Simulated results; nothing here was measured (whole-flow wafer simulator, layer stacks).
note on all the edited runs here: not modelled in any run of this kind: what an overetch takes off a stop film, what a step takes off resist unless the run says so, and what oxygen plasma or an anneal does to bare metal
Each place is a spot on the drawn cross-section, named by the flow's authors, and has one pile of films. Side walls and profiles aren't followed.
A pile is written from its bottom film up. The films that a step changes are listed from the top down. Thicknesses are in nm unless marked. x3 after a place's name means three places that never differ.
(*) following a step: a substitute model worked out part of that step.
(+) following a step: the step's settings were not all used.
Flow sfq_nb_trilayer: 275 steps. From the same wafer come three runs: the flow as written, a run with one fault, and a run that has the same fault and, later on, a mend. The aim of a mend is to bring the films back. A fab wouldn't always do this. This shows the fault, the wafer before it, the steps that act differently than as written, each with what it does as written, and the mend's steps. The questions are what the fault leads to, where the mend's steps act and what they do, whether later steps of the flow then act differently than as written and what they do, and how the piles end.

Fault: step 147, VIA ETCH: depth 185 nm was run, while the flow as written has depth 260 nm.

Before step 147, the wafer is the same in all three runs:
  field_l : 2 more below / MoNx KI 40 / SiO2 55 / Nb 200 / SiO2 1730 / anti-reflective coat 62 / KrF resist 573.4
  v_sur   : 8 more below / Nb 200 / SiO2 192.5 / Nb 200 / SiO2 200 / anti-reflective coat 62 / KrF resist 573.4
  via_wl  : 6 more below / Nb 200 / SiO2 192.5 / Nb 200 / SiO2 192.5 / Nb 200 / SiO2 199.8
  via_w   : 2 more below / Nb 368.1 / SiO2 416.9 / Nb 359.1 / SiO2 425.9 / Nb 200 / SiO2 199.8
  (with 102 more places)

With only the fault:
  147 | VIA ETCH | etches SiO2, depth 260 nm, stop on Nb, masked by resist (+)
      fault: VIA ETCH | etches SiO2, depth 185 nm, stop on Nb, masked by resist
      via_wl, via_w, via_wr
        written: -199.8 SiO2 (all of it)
        fault: -185 SiO2
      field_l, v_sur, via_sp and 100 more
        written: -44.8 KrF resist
        fault: -31.9 KrF resist
  Steps further on in the flow that do not act as written (11 other steps are not shown; they differ only slightly, by no more than 2% or 0.5 nm, whichever is larger):
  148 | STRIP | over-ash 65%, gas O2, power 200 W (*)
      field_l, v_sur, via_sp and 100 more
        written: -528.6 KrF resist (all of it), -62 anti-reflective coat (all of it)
        fault: -541.5 KrF resist (all of it), -62 anti-reflective coat (all of it)
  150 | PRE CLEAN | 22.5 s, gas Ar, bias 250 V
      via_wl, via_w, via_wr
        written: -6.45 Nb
        fault: -7.5 SiO2
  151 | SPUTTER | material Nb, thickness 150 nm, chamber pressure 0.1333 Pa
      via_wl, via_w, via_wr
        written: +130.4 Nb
        fault: +132 Nb (new film)
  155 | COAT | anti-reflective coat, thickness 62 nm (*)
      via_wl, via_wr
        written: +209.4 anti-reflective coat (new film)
        fault: +195.9 anti-reflective coat (new film)
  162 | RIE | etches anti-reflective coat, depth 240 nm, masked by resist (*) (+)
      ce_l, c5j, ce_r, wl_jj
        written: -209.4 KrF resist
        fault: -195.9 KrF resist
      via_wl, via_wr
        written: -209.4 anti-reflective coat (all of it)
        fault: -195.9 anti-reflective coat (all of it)
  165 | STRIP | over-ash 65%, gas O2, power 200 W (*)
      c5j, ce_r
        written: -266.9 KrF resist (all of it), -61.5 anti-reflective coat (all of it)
        fault: -280.4 KrF resist (all of it), -61.5 anti-reflective coat (all of it)
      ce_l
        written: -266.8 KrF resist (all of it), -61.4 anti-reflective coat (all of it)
        fault: -280.3 KrF resist (all of it), -61.5 anti-reflective coat (all of it)
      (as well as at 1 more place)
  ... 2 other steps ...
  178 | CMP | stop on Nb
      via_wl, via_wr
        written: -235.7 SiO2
        fault: -251.1 SiO2
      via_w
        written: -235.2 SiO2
        fault: -250.6 SiO2
  At via_wl, via_w, via_wr, the piles at the end differ from the flow's by more than 2% or 0.5 nm, whichever is larger.
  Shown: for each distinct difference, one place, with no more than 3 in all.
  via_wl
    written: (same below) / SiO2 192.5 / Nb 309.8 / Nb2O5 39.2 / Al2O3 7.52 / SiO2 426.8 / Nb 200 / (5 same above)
    fault: (same below) / SiO2 192.5 / Nb 200 / SiO2 7.34 / Nb 117.9 / Nb2O5 39.1 / Al2O3 7.57 / SiO2 411.4 / Nb 200 / (5 same above)
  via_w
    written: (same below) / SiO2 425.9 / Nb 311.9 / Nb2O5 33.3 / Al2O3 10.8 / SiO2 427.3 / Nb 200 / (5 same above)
    fault: (same below) / SiO2 425.9 / Nb 200 / SiO2 7.34 / Nb 120.1 / Nb2O5 33.1 / Al2O3 11 / SiO2 411.9 / Nb 200 / (5 same above)

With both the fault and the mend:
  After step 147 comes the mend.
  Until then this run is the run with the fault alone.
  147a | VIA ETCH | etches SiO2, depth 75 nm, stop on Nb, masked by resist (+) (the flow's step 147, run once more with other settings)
      field_l, v_sur, via_sp and 100 more
        -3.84 KrF resist
      via_wl, via_w, via_wr
        -14.8 SiO2 (all of it)
  Later steps of the flow that are run all act as written at every place that is followed, up to a difference of at most 2% or 0.5 nm, whichever is larger.
  At every place that both follow, the piles at the end match the flow's.
